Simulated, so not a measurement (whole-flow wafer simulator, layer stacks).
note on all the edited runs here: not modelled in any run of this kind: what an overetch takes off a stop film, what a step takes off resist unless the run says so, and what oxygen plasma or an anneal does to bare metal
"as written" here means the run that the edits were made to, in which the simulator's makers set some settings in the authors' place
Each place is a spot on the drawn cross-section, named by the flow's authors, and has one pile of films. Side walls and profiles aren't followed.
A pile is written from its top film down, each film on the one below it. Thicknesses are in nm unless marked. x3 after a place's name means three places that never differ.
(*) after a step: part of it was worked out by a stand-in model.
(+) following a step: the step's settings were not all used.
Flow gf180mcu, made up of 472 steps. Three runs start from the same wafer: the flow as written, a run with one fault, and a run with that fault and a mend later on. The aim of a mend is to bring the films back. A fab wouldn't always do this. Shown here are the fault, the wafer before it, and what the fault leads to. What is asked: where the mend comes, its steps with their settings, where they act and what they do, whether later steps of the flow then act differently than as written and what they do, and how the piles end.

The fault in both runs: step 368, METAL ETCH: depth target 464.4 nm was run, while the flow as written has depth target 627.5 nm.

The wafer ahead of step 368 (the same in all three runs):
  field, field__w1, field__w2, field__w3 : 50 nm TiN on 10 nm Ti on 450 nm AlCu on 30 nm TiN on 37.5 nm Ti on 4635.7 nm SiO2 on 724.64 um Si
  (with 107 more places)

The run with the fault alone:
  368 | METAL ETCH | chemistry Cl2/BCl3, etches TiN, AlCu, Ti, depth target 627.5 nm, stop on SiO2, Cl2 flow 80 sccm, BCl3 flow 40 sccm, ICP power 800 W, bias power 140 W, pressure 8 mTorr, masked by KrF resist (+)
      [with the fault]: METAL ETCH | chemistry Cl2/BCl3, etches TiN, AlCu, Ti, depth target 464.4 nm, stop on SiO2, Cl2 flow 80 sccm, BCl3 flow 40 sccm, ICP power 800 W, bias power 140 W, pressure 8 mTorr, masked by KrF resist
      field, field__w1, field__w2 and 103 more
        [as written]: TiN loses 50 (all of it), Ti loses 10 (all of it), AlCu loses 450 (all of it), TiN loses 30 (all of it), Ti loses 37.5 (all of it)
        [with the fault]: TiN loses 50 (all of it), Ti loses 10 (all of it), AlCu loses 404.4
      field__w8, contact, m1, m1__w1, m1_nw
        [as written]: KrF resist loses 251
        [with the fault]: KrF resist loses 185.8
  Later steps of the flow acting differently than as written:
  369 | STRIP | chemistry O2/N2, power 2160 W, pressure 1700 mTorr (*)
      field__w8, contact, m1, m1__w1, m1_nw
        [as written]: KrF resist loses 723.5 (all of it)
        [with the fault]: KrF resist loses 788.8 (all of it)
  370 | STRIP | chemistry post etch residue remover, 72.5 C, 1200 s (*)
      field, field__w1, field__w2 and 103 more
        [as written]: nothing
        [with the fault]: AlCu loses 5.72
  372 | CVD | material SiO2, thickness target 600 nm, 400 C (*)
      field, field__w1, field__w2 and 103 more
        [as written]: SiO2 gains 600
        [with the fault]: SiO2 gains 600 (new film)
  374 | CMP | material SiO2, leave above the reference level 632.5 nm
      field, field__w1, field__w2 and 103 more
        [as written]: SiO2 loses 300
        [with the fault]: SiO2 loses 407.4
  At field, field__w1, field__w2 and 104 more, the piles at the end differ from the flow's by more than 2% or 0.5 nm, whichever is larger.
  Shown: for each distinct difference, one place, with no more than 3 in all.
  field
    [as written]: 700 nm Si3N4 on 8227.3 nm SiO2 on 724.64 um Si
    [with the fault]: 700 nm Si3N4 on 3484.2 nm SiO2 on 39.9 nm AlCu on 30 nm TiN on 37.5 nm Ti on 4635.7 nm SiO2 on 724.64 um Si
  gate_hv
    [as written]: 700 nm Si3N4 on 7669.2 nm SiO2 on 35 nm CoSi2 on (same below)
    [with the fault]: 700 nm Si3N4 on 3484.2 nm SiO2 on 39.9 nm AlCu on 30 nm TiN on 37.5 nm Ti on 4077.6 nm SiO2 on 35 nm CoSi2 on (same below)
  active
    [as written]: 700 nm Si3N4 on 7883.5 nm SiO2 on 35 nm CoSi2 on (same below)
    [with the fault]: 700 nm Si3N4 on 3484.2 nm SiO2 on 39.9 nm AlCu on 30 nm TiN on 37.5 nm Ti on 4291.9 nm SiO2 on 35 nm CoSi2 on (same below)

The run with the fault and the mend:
  The mend follows step 368.
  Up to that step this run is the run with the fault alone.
  368a | METAL ETCH | chemistry Cl2/BCl3, etches TiN, AlCu, Ti, depth target 163.1 nm, stop on SiO2, Cl2 flow 80 sccm, BCl3 flow 40 sccm, ICP power 800 W, bias power 140 W, pressure 8 mTorr, masked by KrF resist (+) (the flow's step 368 again, with other settings)
      field, field__w1, field__w2 and 103 more
        AlCu loses 45.6 (all of it), TiN loses 30 (all of it), Ti loses 37.5 (all of it)
      field__w8, contact, m1, m1__w1, m1_nw
        KrF resist loses 65.2
  None of the later steps of the flow acts differently than as written at any place that is followed.
  The piles end the same as the flow's at every place that both follow.
